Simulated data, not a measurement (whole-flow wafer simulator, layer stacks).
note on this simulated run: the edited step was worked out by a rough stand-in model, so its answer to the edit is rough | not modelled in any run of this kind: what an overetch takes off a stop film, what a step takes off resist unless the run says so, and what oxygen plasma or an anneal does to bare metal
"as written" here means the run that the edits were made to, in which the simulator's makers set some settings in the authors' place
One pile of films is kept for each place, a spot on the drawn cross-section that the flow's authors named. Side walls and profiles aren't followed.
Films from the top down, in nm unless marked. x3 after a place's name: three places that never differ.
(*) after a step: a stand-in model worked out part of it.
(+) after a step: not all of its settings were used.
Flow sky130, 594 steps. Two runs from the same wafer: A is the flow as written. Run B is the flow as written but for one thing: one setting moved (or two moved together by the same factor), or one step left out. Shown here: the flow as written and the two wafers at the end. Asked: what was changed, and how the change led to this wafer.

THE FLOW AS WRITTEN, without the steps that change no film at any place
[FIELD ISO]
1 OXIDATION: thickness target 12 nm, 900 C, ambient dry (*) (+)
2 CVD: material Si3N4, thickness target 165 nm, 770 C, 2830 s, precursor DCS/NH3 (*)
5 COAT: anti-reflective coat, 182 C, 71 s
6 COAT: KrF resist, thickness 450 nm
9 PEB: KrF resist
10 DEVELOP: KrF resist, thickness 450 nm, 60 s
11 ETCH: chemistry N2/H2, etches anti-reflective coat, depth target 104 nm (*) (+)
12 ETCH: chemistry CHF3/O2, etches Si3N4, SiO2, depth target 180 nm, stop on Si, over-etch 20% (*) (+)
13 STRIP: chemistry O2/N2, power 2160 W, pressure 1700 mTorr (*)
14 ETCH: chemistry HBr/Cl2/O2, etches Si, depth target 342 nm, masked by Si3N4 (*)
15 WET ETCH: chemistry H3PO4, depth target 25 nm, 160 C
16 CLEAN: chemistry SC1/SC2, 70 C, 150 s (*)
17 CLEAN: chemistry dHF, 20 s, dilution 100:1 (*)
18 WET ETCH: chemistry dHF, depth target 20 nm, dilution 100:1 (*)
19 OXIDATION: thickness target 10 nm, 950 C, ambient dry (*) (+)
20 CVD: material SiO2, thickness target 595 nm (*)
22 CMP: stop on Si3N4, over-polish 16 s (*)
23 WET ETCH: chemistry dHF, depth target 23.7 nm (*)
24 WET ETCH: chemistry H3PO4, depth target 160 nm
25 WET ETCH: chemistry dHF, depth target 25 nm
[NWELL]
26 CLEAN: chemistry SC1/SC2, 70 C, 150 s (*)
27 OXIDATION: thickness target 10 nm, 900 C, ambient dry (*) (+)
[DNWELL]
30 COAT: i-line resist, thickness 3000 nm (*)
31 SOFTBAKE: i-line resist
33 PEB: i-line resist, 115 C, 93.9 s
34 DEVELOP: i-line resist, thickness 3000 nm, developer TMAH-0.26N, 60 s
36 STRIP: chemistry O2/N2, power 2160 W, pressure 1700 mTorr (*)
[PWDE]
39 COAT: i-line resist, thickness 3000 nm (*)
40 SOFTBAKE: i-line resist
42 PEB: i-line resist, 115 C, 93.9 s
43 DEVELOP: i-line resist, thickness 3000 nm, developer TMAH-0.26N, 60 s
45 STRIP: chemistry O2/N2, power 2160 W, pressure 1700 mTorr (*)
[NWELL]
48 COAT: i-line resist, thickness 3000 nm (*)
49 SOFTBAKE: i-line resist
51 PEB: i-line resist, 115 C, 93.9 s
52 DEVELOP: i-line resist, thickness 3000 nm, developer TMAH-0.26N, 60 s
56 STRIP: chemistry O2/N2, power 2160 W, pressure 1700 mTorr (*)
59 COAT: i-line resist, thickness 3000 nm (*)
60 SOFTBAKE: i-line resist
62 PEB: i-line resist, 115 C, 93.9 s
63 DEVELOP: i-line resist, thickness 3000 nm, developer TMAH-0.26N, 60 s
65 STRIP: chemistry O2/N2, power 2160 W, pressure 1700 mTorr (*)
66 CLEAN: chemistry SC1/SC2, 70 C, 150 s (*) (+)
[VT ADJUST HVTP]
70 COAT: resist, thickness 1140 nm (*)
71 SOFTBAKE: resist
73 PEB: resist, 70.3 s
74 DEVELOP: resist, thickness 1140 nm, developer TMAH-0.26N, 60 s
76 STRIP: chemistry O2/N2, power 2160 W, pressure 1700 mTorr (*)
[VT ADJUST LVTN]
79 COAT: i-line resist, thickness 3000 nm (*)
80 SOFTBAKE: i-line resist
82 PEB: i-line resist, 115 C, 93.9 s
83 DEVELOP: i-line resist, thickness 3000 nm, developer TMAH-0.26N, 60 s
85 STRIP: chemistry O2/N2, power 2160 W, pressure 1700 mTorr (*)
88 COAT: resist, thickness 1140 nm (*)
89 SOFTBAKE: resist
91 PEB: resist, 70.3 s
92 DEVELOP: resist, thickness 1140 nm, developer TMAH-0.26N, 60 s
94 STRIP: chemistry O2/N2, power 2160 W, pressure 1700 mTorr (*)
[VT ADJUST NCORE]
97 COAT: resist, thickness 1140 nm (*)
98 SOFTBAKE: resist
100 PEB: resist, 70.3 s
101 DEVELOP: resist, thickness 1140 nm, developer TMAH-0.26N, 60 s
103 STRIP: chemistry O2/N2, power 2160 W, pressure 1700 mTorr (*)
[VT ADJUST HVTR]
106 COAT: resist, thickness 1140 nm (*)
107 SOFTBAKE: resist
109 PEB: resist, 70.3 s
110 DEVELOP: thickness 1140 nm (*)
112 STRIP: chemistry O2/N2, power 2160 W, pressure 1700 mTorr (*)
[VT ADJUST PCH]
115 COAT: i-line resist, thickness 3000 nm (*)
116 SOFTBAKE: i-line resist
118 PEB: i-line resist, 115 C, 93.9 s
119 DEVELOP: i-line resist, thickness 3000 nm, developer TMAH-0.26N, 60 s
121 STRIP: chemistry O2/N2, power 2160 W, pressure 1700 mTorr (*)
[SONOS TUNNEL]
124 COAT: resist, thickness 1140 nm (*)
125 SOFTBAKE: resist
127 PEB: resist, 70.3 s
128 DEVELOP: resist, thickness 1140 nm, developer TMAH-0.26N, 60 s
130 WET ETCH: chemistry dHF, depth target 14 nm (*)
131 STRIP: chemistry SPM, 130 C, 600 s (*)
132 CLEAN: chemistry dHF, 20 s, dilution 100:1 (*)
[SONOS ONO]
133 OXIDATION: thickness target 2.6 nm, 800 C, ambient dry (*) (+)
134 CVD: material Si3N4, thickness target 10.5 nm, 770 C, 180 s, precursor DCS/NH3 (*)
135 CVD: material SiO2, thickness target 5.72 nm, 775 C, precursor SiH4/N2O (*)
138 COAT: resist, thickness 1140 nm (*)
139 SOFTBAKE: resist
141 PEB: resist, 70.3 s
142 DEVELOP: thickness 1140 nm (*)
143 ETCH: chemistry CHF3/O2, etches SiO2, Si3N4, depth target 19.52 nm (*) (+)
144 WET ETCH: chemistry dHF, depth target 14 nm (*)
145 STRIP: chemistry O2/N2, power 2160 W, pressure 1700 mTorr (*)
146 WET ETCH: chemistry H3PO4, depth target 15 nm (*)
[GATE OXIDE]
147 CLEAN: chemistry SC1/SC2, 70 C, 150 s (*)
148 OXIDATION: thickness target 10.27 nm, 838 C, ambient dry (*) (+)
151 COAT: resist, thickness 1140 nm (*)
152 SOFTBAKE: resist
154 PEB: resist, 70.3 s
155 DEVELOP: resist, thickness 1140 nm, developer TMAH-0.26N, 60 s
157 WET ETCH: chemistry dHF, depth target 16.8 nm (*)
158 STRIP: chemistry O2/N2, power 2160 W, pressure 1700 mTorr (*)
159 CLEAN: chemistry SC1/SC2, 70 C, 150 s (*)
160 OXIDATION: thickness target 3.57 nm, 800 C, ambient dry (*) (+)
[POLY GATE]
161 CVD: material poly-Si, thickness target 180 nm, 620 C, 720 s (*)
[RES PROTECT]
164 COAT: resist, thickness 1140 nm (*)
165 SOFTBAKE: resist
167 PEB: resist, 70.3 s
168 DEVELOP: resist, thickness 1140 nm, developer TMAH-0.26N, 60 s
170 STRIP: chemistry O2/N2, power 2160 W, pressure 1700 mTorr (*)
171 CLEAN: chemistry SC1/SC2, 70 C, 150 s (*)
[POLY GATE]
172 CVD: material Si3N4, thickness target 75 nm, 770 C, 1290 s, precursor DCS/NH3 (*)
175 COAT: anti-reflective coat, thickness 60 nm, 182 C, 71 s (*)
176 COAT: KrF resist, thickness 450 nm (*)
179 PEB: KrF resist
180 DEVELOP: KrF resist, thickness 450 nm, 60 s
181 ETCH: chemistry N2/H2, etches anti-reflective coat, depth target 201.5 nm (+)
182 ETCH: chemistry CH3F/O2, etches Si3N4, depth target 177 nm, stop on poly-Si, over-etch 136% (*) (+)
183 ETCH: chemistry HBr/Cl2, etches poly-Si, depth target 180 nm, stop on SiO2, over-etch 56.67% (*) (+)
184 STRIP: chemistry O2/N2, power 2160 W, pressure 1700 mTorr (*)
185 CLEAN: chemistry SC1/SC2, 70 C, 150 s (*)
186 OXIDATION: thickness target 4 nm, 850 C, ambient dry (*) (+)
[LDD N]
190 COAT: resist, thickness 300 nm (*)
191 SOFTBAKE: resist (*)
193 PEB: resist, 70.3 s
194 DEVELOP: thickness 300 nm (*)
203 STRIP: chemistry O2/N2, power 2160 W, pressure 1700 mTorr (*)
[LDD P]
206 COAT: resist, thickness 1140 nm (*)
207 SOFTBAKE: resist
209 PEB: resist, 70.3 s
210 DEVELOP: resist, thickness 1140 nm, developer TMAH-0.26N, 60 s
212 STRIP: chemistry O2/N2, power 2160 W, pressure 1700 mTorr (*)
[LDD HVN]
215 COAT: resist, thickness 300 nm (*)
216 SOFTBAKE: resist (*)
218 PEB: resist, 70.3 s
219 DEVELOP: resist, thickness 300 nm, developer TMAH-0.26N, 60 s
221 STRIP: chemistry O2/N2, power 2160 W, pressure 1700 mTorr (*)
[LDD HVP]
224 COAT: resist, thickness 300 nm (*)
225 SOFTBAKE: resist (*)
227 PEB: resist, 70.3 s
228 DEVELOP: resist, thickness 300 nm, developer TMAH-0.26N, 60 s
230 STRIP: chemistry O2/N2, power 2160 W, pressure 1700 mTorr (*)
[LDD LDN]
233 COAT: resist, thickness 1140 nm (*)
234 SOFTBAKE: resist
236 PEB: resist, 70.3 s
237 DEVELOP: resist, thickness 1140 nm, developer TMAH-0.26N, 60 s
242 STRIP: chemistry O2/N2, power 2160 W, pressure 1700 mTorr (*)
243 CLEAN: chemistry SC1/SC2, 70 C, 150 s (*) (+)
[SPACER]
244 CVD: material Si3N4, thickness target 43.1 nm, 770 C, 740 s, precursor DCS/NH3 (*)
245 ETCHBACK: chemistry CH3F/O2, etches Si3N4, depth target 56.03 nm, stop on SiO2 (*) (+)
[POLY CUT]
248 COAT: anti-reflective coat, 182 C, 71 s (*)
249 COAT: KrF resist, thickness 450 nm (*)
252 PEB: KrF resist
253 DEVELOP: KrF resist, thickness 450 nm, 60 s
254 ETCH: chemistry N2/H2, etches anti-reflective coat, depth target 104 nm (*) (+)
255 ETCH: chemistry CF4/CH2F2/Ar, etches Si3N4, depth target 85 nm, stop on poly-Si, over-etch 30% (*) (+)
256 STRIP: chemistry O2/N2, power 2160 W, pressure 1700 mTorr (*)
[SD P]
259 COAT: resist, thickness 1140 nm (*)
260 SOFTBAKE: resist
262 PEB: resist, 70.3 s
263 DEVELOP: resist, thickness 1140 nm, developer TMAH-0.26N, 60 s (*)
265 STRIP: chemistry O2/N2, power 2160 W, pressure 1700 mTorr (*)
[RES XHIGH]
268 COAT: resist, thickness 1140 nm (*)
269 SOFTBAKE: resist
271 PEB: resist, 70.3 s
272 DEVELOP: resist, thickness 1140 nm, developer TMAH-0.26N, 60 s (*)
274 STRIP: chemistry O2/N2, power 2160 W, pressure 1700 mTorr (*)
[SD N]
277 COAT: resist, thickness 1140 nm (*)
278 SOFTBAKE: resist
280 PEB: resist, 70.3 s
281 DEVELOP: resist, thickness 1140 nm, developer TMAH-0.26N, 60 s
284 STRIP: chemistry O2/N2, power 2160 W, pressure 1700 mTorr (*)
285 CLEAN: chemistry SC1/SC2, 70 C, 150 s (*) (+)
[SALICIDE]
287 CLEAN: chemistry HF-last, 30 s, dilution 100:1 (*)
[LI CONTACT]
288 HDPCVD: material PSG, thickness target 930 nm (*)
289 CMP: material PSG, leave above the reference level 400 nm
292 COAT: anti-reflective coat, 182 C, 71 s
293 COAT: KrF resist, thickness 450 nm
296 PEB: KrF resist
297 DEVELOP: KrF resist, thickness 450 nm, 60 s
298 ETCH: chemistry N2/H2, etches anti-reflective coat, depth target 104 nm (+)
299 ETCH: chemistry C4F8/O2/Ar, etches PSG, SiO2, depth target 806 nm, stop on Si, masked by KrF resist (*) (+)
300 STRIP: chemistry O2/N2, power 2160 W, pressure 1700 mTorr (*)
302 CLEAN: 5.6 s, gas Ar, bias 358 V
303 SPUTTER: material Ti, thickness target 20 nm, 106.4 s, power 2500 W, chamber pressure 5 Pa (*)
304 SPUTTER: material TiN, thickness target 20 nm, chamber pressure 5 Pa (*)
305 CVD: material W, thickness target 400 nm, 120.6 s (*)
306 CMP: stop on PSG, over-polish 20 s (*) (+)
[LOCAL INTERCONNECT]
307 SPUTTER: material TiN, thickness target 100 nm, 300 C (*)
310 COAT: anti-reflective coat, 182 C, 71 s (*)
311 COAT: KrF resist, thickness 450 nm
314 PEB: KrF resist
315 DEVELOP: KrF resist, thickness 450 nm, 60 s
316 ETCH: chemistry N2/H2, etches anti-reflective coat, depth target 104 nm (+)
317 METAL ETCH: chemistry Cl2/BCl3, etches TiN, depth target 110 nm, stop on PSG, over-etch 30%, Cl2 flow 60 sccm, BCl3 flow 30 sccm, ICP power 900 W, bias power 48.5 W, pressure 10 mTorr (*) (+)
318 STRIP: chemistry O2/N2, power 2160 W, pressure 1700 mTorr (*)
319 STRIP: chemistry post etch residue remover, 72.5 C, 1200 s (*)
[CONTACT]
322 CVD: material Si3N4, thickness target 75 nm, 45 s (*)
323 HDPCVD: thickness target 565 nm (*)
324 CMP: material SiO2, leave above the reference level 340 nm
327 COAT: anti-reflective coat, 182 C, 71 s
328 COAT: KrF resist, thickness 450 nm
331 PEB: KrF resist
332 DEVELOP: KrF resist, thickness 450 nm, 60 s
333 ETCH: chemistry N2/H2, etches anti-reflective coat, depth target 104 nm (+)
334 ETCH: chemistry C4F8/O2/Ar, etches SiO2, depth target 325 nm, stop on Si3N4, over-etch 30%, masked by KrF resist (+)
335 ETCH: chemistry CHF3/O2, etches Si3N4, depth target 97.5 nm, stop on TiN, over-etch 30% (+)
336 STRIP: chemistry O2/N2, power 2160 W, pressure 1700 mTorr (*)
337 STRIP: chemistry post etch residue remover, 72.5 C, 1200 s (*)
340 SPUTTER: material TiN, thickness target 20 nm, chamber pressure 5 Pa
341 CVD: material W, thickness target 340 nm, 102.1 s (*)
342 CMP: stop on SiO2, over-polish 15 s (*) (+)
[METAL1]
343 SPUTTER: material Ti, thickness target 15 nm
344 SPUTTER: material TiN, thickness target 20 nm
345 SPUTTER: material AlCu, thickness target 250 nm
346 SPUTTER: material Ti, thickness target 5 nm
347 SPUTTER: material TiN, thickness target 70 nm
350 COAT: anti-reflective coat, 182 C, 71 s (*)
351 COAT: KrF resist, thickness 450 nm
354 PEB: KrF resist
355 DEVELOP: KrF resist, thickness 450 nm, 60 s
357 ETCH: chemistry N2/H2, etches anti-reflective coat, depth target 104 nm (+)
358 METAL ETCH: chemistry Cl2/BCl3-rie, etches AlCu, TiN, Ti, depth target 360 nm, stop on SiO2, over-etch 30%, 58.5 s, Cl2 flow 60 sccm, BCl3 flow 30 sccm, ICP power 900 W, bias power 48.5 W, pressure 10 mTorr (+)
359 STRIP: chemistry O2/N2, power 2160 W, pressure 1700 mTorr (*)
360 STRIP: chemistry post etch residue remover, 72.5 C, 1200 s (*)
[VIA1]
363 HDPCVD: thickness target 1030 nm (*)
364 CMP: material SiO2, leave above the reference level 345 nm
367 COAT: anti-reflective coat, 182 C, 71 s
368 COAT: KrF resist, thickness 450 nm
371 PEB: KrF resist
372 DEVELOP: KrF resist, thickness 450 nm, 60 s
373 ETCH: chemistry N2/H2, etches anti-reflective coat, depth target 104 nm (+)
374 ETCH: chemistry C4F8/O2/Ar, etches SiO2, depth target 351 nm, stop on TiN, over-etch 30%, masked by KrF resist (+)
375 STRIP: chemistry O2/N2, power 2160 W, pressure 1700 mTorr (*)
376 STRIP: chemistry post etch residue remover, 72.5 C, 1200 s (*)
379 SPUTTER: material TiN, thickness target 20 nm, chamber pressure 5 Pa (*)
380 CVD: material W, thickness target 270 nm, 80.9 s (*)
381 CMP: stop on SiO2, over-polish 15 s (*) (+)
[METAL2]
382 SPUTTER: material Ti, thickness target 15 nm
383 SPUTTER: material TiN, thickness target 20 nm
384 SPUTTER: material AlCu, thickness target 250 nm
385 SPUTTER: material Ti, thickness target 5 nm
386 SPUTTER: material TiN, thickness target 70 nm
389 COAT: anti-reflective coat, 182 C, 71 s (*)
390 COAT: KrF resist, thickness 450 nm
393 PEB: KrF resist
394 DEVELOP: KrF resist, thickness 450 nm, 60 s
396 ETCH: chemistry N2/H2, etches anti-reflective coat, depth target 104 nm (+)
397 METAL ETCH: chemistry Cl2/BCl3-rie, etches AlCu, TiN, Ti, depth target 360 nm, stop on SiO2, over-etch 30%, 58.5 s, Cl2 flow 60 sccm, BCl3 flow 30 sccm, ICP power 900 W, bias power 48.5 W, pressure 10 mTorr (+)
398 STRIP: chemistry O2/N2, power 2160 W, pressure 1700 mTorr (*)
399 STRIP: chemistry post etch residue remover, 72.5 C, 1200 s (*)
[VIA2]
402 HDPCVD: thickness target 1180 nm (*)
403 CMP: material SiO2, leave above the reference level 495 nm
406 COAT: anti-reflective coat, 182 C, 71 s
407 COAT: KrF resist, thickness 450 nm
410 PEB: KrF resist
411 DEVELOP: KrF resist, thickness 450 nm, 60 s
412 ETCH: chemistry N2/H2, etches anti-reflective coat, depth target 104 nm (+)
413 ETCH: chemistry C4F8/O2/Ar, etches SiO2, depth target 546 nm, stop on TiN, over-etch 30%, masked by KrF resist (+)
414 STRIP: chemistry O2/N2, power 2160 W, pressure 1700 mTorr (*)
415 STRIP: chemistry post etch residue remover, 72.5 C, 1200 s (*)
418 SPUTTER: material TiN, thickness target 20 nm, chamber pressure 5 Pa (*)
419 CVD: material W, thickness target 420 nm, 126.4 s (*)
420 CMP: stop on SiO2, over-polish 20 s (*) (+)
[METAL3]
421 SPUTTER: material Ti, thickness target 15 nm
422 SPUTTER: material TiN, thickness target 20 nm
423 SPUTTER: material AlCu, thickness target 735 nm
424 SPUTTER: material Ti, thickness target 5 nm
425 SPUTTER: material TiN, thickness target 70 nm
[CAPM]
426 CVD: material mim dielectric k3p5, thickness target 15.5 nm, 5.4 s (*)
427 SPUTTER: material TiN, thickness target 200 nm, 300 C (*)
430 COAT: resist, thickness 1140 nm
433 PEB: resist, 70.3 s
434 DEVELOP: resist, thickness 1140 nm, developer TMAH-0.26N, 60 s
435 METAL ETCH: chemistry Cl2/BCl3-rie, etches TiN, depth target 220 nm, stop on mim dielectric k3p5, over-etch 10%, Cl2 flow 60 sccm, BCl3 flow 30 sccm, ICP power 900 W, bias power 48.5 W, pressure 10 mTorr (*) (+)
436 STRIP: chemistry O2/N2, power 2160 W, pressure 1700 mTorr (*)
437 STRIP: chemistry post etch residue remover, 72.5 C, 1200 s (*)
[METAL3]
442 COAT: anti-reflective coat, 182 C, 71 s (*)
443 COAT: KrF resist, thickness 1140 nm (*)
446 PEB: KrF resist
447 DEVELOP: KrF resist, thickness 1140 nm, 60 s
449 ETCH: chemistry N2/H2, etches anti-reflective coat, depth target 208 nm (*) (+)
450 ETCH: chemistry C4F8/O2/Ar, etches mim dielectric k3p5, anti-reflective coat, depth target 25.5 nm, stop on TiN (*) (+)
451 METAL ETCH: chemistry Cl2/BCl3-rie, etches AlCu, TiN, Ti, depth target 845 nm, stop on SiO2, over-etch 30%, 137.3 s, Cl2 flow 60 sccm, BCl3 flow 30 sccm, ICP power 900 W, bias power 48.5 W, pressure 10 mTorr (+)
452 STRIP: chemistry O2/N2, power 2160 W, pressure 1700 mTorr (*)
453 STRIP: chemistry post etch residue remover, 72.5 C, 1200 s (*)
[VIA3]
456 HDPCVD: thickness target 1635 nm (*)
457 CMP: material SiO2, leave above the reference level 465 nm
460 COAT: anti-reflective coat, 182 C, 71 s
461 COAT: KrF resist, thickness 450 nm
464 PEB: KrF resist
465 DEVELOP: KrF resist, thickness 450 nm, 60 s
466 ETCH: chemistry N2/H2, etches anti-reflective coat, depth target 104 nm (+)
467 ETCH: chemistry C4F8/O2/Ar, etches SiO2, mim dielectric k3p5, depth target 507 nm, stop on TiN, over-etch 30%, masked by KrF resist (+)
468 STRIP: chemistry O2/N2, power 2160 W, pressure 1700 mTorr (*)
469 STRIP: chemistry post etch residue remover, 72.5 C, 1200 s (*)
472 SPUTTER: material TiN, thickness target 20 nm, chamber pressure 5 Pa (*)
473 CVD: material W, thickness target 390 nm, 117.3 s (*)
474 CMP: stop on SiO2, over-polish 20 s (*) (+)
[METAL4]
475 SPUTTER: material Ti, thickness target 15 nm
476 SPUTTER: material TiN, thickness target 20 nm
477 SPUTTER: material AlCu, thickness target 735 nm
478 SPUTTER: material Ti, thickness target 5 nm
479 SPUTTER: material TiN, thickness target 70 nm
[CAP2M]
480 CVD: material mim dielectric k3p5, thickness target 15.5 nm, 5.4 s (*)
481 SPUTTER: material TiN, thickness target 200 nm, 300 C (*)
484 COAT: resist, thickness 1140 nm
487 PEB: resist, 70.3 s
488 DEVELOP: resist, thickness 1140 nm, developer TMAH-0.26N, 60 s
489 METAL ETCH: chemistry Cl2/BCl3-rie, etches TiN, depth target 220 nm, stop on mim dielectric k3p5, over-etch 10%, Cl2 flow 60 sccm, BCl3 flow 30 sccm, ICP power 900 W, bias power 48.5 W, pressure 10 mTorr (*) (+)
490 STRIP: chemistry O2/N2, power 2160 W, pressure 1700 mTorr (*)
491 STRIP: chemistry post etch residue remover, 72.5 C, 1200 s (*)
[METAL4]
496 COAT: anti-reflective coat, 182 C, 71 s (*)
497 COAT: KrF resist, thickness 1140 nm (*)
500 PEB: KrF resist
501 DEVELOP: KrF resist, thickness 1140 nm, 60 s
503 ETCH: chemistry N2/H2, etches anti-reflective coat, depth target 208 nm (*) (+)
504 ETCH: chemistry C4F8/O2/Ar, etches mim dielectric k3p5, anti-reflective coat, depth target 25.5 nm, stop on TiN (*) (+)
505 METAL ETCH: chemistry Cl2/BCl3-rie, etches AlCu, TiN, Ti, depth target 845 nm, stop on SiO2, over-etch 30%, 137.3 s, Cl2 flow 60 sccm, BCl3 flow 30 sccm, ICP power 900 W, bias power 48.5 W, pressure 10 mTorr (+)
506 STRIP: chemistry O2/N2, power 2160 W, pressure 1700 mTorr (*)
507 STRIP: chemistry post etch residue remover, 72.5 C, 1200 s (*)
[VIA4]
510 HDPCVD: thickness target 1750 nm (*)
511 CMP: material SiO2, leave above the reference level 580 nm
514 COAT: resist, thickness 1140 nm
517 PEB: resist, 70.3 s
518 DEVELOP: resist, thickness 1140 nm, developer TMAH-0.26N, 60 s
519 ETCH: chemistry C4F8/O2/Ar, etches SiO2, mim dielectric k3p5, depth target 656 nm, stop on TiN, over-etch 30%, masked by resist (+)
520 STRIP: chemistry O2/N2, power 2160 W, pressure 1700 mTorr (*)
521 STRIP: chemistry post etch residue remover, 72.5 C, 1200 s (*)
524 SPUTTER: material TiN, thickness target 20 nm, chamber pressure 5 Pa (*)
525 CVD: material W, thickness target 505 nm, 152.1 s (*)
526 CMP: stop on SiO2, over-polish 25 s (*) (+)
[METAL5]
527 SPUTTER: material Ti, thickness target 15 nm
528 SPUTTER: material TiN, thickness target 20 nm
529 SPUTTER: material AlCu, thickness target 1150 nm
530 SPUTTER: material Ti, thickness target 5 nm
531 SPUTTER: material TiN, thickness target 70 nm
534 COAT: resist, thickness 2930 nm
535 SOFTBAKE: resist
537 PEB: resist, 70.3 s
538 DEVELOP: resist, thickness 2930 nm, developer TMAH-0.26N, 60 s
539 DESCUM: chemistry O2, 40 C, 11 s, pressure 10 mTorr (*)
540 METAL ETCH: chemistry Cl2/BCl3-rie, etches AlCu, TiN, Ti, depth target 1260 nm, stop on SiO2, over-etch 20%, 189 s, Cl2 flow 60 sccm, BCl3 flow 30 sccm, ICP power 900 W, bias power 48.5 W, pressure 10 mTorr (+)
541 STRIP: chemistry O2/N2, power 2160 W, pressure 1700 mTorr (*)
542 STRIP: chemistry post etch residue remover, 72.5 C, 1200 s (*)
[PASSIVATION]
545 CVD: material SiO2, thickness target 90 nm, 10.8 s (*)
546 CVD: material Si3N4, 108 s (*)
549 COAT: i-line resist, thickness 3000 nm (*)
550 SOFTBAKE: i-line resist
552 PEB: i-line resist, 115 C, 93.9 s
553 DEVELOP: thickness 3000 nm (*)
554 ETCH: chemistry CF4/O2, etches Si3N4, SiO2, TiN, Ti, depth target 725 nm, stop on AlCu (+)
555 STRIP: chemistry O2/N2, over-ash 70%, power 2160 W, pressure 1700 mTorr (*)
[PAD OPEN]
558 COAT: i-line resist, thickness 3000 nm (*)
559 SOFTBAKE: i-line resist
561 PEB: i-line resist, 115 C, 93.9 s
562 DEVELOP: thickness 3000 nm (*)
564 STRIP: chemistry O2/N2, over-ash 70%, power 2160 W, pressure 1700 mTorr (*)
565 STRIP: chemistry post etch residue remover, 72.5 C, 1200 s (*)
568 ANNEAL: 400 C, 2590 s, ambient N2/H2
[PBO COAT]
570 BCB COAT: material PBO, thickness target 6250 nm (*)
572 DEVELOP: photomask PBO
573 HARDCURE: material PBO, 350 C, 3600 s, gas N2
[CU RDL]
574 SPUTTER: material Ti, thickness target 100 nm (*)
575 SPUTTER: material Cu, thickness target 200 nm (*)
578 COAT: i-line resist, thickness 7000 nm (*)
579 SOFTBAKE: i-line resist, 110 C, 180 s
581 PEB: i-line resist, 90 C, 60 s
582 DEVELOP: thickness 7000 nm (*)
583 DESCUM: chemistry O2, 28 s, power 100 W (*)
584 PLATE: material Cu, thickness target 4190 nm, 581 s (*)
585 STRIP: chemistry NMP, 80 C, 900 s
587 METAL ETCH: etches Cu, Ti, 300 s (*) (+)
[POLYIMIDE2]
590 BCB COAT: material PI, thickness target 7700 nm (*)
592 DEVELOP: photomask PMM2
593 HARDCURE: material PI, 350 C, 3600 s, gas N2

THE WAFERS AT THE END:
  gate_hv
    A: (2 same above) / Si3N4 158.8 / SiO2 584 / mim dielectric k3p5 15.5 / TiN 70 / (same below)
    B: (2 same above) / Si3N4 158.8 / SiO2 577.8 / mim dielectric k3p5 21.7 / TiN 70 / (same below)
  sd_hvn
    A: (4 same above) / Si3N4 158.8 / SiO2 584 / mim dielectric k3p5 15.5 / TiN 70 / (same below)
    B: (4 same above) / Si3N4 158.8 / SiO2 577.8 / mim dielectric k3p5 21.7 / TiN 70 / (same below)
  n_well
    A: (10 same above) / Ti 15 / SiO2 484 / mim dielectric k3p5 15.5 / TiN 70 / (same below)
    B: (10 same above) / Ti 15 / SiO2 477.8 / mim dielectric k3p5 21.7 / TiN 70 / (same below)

The cause: step 480, CVD: thickness target 21.7 nm was run, where the flow has thickness target 15.5 nm; step 480, CVD: 7.56 s was run, where the flow has 5.4 s.
It can be read off the wafer: gate_hv has mim dielectric k3p5 21.7, and step 480 as written asks for 15.5 nm.

How the change led to this, step by step:
  480 CVD: material mim dielectric k3p5, thickness target 15.5 nm, 5.4 s (*)
      field, active, n_well and 189 more: A mim dielectric k3p5 +15.5 (new film) | B mim dielectric k3p5 +21.7 (new film)
  504 ETCH: chemistry C4F8/O2/Ar, etches mim dielectric k3p5, anti-reflective coat, depth target 25.5 nm, stop on TiN (*) (+)
      n_well, p_well, gate_hv and 102 more: A KrF resist -15.5 | B KrF resist -17
      field, active, gate and 85 more: A mim dielectric k3p5 -15.5 (all of it) | B mim dielectric k3p5 -21.7 (all of it)
  519 ETCH: chemistry C4F8/O2/Ar, etches SiO2, mim dielectric k3p5, depth target 656 nm, stop on TiN, over-etch 30%, masked by resist (+)
      m1: A SiO2 -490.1 (all of it), mim dielectric k3p5 -15.5 (all of it) | B SiO2 -483.9 (all of it), mim dielectric k3p5 -21.7 (all of it)
      via4_hole: A SiO2 -489.5 (all of it), mim dielectric k3p5 -15.5 (all of it) | B SiO2 -483.3 (all of it), mim dielectric k3p5 -21.7 (all of it)
